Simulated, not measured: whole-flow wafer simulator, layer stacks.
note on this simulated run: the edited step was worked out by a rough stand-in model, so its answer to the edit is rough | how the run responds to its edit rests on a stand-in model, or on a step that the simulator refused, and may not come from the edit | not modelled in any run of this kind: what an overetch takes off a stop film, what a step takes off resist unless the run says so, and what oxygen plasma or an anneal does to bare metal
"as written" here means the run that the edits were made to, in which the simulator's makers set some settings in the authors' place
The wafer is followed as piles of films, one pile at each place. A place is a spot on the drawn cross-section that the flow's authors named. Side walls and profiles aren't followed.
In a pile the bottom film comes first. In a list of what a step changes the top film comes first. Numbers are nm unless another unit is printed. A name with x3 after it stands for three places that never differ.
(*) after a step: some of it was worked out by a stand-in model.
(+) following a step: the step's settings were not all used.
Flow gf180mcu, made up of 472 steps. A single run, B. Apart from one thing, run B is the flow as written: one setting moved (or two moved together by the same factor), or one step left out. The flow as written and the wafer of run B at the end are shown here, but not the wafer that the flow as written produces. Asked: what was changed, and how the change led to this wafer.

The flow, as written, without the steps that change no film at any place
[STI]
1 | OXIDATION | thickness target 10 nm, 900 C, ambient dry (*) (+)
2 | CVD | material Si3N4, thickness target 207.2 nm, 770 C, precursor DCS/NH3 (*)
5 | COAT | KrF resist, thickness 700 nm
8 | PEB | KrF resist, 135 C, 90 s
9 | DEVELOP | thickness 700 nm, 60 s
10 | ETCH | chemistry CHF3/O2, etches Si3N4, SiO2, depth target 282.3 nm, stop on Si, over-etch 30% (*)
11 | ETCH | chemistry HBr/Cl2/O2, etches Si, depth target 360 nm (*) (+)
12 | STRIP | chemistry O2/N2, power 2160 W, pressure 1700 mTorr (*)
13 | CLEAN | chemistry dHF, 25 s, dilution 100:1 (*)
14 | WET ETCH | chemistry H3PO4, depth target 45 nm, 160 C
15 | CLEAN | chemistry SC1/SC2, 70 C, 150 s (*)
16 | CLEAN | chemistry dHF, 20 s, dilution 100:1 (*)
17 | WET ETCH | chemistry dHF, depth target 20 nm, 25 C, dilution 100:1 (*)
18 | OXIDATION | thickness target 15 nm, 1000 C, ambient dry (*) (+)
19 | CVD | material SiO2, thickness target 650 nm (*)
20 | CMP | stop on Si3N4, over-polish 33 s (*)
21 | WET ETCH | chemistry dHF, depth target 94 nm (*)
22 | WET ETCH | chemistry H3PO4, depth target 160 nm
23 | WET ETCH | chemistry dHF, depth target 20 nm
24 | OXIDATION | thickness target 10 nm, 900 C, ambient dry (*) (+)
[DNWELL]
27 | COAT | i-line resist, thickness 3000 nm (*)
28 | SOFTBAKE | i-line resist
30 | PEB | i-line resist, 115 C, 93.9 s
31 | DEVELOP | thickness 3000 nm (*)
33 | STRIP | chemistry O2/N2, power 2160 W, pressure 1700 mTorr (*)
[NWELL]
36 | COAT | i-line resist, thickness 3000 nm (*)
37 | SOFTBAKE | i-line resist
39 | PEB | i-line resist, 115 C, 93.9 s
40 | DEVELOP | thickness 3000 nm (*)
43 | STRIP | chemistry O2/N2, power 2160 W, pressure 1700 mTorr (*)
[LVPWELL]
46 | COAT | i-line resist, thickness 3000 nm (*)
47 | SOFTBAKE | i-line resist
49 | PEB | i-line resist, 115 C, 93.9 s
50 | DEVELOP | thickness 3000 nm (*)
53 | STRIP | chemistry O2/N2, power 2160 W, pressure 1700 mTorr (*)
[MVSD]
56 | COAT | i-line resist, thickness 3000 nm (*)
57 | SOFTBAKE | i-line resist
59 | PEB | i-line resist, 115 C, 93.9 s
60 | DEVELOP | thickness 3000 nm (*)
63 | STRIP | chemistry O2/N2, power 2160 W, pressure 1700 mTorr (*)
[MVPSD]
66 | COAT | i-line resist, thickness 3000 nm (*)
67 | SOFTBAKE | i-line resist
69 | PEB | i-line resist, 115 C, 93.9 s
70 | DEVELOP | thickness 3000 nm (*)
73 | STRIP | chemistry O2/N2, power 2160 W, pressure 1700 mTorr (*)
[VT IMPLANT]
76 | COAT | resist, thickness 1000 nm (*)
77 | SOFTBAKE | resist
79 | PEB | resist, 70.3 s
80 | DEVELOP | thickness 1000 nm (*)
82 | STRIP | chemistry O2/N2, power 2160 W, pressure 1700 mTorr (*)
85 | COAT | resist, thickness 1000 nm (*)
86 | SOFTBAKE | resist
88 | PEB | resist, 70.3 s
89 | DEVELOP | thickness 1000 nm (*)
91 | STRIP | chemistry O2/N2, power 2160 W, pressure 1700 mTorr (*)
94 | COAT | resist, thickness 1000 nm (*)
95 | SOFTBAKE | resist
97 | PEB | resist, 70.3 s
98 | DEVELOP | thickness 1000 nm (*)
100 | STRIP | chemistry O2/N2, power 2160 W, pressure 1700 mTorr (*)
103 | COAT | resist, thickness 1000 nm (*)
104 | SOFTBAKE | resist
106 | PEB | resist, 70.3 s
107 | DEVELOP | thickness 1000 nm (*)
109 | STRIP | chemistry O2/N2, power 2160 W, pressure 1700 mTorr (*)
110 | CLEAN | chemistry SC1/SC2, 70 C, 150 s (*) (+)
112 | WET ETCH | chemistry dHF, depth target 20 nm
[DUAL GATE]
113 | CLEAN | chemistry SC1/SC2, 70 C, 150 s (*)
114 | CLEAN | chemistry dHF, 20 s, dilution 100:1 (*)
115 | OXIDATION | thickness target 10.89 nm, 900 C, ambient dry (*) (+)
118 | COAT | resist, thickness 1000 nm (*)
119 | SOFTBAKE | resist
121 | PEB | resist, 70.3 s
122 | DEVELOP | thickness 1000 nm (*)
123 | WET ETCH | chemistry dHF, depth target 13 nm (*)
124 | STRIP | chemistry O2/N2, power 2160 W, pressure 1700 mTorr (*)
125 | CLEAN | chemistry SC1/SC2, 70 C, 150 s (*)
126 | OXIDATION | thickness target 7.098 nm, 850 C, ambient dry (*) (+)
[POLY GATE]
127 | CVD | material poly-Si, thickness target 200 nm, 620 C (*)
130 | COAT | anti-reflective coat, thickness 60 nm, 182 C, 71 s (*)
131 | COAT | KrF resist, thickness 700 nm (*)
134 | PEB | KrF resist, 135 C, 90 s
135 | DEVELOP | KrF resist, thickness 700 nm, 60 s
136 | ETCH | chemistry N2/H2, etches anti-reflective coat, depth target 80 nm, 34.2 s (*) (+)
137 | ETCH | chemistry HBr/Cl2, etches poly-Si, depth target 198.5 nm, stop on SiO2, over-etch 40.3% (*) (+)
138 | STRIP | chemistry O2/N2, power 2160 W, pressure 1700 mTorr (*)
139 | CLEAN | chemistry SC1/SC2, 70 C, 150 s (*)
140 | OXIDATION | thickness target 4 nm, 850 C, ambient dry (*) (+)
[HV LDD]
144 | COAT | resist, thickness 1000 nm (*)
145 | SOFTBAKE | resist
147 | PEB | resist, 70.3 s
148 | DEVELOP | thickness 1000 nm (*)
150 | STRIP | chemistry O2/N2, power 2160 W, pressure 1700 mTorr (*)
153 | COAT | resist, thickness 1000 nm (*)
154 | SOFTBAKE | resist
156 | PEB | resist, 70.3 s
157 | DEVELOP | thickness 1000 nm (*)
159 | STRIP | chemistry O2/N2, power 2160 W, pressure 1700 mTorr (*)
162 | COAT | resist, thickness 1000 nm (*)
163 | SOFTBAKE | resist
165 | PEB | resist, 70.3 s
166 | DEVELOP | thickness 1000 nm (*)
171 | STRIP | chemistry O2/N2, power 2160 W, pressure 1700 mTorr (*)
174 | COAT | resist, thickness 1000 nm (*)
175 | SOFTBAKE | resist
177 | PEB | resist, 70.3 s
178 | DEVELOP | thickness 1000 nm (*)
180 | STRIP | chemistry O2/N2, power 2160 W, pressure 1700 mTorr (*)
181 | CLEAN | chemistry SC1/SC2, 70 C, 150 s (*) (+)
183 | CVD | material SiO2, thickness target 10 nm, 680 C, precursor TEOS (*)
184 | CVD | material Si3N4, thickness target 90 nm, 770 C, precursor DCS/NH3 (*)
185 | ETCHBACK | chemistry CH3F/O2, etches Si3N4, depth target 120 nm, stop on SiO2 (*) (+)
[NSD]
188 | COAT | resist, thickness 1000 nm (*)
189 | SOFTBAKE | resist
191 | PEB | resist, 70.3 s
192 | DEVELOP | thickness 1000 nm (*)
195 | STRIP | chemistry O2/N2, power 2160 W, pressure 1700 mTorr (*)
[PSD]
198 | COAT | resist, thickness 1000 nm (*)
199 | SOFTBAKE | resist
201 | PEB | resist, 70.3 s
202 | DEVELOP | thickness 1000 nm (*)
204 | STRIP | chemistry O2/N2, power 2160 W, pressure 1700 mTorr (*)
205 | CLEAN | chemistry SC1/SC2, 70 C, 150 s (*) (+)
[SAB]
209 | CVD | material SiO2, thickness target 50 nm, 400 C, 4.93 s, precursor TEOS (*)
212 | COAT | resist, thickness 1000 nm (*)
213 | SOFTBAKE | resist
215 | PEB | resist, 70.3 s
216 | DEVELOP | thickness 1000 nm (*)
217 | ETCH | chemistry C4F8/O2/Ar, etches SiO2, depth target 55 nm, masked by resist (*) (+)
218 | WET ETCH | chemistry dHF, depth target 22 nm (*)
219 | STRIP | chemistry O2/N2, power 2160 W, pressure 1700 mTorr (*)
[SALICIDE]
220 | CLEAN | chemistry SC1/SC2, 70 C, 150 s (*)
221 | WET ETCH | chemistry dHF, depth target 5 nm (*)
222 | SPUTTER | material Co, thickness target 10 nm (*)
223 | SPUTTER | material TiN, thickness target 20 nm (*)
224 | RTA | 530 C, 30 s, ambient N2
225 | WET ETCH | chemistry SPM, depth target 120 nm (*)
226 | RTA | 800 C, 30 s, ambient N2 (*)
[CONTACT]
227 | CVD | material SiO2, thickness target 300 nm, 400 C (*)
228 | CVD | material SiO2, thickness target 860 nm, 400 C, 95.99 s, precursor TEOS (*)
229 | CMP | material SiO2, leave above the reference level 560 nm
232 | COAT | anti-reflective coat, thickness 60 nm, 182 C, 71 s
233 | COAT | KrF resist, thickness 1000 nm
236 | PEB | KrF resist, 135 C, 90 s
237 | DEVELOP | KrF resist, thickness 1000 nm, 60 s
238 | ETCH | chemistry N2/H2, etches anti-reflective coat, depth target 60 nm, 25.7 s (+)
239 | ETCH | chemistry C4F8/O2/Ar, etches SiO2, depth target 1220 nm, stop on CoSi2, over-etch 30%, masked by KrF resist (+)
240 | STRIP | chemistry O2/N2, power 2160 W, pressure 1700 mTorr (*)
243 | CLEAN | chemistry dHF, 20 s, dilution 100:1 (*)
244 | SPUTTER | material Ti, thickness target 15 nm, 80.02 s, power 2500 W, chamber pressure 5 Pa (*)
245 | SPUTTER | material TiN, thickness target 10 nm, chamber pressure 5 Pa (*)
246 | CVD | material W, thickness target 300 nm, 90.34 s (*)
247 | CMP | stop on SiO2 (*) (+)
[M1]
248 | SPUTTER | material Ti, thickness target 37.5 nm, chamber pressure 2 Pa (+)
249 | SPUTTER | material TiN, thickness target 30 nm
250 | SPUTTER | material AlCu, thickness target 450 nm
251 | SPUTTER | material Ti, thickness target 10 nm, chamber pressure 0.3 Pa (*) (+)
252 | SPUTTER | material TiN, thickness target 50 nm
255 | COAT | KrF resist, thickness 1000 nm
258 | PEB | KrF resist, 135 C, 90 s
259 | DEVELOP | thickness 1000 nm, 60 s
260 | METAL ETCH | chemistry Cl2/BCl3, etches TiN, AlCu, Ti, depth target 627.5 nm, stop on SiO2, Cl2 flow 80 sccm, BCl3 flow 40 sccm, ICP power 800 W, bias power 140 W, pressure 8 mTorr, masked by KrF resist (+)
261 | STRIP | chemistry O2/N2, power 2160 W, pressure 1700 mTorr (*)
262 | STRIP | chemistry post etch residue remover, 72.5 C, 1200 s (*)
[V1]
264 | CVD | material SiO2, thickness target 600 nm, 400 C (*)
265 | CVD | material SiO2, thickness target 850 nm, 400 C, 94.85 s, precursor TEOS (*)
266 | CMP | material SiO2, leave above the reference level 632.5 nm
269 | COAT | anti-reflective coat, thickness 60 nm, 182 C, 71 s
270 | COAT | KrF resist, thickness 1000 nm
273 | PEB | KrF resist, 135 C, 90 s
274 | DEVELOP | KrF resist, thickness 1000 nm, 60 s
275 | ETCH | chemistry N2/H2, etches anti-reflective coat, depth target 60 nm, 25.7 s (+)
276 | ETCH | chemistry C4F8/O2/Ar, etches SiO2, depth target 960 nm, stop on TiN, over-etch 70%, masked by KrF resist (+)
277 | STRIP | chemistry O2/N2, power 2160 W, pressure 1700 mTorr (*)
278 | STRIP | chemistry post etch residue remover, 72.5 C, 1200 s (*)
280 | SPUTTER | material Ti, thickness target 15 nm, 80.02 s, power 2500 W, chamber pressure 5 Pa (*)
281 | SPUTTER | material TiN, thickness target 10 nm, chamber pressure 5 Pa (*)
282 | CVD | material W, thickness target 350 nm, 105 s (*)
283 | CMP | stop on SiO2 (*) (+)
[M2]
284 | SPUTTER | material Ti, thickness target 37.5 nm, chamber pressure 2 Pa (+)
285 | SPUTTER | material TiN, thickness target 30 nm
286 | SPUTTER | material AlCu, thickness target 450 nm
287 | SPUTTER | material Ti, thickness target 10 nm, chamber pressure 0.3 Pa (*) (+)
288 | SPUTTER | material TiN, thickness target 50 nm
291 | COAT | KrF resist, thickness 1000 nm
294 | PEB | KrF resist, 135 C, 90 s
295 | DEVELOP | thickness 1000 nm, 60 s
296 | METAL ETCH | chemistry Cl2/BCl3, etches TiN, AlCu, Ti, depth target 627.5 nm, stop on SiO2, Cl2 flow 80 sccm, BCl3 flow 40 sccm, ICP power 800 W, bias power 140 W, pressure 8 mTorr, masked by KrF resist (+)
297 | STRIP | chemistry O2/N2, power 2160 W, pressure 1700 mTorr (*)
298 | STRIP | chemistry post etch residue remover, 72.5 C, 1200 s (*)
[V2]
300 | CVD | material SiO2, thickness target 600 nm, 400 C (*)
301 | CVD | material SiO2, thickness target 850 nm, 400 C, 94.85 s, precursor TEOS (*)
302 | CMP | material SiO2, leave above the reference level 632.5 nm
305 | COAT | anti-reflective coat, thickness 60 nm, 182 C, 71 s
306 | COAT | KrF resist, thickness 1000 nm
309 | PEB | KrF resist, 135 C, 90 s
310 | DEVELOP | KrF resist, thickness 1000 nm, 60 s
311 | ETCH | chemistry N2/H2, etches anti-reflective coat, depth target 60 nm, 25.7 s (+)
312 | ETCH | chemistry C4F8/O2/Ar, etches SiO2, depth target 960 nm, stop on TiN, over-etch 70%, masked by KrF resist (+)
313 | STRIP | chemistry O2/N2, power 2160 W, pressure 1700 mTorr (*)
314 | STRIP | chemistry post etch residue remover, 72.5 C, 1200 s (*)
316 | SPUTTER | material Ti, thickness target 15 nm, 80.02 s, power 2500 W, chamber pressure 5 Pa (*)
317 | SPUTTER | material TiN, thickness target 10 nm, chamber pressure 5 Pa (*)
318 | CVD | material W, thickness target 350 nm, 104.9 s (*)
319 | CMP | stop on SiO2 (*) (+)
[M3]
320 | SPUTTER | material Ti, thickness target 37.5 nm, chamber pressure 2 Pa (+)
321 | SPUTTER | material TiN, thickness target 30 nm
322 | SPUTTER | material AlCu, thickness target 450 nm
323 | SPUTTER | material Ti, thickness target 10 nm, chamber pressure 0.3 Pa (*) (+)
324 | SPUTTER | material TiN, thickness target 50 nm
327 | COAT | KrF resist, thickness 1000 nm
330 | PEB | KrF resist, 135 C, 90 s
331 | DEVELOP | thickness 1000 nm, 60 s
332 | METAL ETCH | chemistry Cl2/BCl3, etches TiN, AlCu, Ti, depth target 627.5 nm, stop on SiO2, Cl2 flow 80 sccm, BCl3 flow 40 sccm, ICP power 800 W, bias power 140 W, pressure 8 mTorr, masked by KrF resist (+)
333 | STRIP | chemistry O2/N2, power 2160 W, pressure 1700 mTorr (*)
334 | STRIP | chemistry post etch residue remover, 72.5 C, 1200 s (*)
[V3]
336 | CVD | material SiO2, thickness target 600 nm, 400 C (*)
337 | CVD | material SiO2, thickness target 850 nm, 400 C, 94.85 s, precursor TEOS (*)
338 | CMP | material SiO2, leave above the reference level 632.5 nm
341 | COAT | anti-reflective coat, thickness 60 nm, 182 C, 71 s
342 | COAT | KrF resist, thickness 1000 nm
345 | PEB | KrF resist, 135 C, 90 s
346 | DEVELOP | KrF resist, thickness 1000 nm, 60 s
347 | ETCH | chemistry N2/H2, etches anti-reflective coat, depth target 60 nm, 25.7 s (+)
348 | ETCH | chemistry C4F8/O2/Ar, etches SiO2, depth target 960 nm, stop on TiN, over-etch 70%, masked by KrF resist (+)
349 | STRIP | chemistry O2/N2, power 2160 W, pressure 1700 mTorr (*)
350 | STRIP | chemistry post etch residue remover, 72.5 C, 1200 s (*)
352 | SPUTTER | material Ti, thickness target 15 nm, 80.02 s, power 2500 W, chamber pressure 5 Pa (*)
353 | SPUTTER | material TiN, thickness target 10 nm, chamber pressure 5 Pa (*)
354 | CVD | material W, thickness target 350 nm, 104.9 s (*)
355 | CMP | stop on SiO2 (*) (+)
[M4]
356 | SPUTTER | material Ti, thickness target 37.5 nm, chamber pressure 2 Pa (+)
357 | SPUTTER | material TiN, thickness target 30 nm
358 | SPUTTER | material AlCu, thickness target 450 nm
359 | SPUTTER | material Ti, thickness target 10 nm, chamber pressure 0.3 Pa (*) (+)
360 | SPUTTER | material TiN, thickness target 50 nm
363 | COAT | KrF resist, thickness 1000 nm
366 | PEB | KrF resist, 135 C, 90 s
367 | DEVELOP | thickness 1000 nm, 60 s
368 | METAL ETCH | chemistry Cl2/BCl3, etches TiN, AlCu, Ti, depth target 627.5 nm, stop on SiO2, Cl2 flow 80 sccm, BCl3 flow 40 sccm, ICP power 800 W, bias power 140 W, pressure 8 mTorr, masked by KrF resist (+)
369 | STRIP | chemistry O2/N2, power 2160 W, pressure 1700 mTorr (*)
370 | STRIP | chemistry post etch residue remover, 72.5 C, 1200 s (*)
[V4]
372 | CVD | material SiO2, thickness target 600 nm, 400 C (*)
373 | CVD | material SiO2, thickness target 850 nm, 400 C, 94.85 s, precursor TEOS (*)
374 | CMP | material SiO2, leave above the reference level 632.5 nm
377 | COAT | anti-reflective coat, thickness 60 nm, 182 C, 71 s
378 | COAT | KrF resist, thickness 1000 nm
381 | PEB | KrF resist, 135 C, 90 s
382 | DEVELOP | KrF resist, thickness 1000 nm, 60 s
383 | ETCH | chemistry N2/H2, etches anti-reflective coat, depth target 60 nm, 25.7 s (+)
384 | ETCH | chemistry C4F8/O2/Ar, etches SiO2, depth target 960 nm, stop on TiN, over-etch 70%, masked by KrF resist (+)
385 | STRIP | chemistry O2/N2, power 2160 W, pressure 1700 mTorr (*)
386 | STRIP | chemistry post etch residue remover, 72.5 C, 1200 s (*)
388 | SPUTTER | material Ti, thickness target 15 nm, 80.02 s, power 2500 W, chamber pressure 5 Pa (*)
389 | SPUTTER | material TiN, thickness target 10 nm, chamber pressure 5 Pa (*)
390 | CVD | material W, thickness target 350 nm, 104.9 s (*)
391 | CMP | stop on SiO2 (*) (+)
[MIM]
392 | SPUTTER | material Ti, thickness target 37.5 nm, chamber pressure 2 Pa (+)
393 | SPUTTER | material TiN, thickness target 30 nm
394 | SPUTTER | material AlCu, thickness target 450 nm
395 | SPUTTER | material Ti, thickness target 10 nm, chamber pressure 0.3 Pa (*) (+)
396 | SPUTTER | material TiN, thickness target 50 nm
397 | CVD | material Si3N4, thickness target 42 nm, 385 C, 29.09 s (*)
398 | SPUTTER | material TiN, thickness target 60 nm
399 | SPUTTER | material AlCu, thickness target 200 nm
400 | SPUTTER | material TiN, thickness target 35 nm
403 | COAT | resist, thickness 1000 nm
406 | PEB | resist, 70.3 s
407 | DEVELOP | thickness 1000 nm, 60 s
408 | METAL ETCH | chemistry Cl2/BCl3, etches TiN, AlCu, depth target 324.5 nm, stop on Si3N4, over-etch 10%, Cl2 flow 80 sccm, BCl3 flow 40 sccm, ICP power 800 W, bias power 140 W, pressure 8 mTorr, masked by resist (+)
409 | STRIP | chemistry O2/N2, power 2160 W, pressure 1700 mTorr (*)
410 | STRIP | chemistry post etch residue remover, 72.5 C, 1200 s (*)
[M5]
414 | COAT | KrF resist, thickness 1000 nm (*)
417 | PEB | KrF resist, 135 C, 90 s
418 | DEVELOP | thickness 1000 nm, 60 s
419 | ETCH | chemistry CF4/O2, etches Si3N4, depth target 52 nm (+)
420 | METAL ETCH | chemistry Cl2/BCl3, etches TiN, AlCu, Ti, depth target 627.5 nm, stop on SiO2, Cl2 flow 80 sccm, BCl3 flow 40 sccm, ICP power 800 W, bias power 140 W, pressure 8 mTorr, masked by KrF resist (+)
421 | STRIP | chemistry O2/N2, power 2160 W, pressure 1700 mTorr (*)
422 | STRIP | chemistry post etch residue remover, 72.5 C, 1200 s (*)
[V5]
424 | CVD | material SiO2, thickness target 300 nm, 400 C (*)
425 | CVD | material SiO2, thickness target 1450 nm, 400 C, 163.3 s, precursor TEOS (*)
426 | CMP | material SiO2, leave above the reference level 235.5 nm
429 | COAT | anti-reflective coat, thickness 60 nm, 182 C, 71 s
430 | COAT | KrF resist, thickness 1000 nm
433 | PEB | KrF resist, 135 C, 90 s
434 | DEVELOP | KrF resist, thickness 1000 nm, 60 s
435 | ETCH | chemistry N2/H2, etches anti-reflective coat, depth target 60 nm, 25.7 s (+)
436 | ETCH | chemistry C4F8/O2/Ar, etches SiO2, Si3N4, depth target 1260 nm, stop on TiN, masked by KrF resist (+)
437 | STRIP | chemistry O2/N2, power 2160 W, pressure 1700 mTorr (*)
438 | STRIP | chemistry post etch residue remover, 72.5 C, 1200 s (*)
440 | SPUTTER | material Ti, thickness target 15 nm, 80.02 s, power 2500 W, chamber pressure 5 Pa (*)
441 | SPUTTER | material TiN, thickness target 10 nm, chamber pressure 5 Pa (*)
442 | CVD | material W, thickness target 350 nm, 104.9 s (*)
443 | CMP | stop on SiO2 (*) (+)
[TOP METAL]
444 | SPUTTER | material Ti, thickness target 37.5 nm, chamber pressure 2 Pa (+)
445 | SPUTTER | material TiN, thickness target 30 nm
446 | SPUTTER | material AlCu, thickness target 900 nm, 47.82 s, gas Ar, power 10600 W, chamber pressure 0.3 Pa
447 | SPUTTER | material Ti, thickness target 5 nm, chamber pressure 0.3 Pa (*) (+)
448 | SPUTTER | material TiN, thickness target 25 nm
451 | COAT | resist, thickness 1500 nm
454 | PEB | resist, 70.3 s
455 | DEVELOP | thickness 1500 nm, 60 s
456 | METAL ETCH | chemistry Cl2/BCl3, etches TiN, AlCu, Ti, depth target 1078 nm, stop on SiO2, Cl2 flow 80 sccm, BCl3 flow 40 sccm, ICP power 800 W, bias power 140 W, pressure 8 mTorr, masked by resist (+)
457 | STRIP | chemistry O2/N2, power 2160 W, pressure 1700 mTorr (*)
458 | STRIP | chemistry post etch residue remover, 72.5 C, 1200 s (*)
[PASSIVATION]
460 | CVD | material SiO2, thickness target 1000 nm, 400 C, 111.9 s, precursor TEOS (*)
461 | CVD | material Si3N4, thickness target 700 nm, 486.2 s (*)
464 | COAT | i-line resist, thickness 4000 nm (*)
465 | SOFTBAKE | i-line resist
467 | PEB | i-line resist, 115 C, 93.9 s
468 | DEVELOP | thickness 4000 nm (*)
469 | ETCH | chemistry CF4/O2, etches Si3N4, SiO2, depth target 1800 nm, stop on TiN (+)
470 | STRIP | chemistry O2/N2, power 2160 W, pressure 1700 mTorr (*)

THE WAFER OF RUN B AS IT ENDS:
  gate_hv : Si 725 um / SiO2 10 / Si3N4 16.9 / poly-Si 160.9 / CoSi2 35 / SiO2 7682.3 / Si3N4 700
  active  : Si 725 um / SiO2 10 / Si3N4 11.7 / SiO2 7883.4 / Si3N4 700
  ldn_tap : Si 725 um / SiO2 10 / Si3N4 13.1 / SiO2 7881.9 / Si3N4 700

The reason: step 2, CVD: thickness target 238.2 nm was run, while the flow as written has thickness target 207.2 nm.

How this came from the change, step by step:
  2 | CVD | material Si3N4, thickness target 207.2 nm, 770 C, precursor DCS/NH3 (*)
      field, field_sub, active and 77 more: Si3N4 gains 238.2 (new film) (it would be, as written: Si3N4 gains 207.2 (new film))
  10 | ETCH | chemistry CHF3/O2, etches Si3N4, SiO2, depth target 282.3 nm, stop on Si, over-etch 30% (*)
      field, field_sub, sti and 34 more: Si3N4 loses 238.2 (all of it), SiO2 loses 10 (all of it), Si loses 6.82 (it would be, as written: Si3N4 loses 207.2 (all of it), SiO2 loses 10 (all of it), Si loses 13)
  19 | CVD | material SiO2, thickness target 650 nm (*)
      m1, ld_fp_n, ld_drift_n and 8 more: SiO2 gains 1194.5 (it would be, as written: SiO2 gains 1163.4)
  20 | CMP | stop on Si3N4, over-polish 33 s (*)
      sti, mim_1p0, pad and 11 more: SiO2 loses 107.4 (it would be, as written: SiO2 loses 138.5)
      nw_enc_fld, nw_enc_fld_lv: SiO2 loses 111.4 (it would be, as written: SiO2 loses 142.5)
      (and at 10 other places as well)
  22 | WET ETCH | chemistry H3PO4, depth target 160 nm
      active, n_well, p_well and 40 more: Si3N4 loses 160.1 (it would be, as written: Si3N4 loses 150.8 (all of it), SiO2 loses 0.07)
  23 | WET ETCH | chemistry dHF, depth target 20 nm
      active, n_well, p_well and 40 more: Si3N4 loses 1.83 (it would be, as written: SiO2 loses 9.93 (all of it))
  24 | OXIDATION | thickness target 10 nm, 900 C, ambient dry (*) (+)
      active, n_well, p_well and 40 more: nothing (it would be, as written: SiO2 gains 10 (new film), Si loses 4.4)
  28 | SOFTBAKE | i-line resist
      ldn_fp, ldn_drn: i-line resist gains 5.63 (it would be, as written: i-line resist gains 4.83)
      active_nat: i-line resist gains 3.39 (it would be, as written: i-line resist gains 2.84)
      (and at 18 other places as well)
  37 | SOFTBAKE | i-line resist
      ldn_fp, ldn_drn: i-line resist gains 5.63 (it would be, as written: i-line resist gains 4.83)
      active_nat: i-line resist gains 3.39 (it would be, as written: i-line resist gains 2.84)
      (and at 18 other places as well)
  47 | SOFTBAKE | i-line resist
      ldn_fp, ldn_drn: i-line resist gains 5.63 (it would be, as written: i-line resist gains 4.83)
      active_nat: i-line resist gains 3.39 (it would be, as written: i-line resist gains 2.84)
      (and at 18 other places as well)
  57 | SOFTBAKE | i-line resist
      ldn_fp, ldn_drn: i-line resist gains 5.63 (it would be, as written: i-line resist gains 4.83)
      active_nat: i-line resist gains 3.39 (it would be, as written: i-line resist gains 2.84)
      (and at 18 other places as well)
  67 | SOFTBAKE | i-line resist
      ldn_fp, ldn_drn: i-line resist gains 5.63 (it would be, as written: i-line resist gains 4.83)
      active_nat: i-line resist gains 3.39 (it would be, as written: i-line resist gains 2.84)
      (and at 18 other places as well)
  112 | WET ETCH | chemistry dHF, depth target 20 nm
      active, n_well, p_well and 40 more: Si3N4 loses 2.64 (it would be, as written: SiO2 loses 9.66 (all of it))
  113 | CLEAN | chemistry SC1/SC2, 70 C, 150 s (*)
      active, n_well, p_well and 40 more: nothing (it would be, as written: chemical SiO2 gains 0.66 (new film), Si loses 1.83)
  114 | CLEAN | chemistry dHF, 20 s, dilution 100:1 (*)
      active, n_well, p_well and 40 more: Si3N4 loses 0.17 (it would be, as written: chemical SiO2 loses 0.66 (all of it))
  115 | OXIDATION | thickness target 10.89 nm, 900 C, ambient dry (*) (+)
      active, n_well, p_well and 40 more: nothing (it would be, as written: SiO2 gains 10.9 (new film), Si loses 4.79)
  ... 27 further steps ...
  471 | ANNEAL | 400 C, 1800 s, ambient N2/H2
      contact: under 49 films: void gains 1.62 (new film), Ti loses 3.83, TiSi first gains 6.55 (new film), Si loses 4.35 (it would be, as written: nothing)
Taking metal films that touch as one body, active has 0 bodies; the flow as written gives 1 body.
Taking metal films that touch as one body, ldn_tap has 0 bodies; the flow as written gives 1 body.
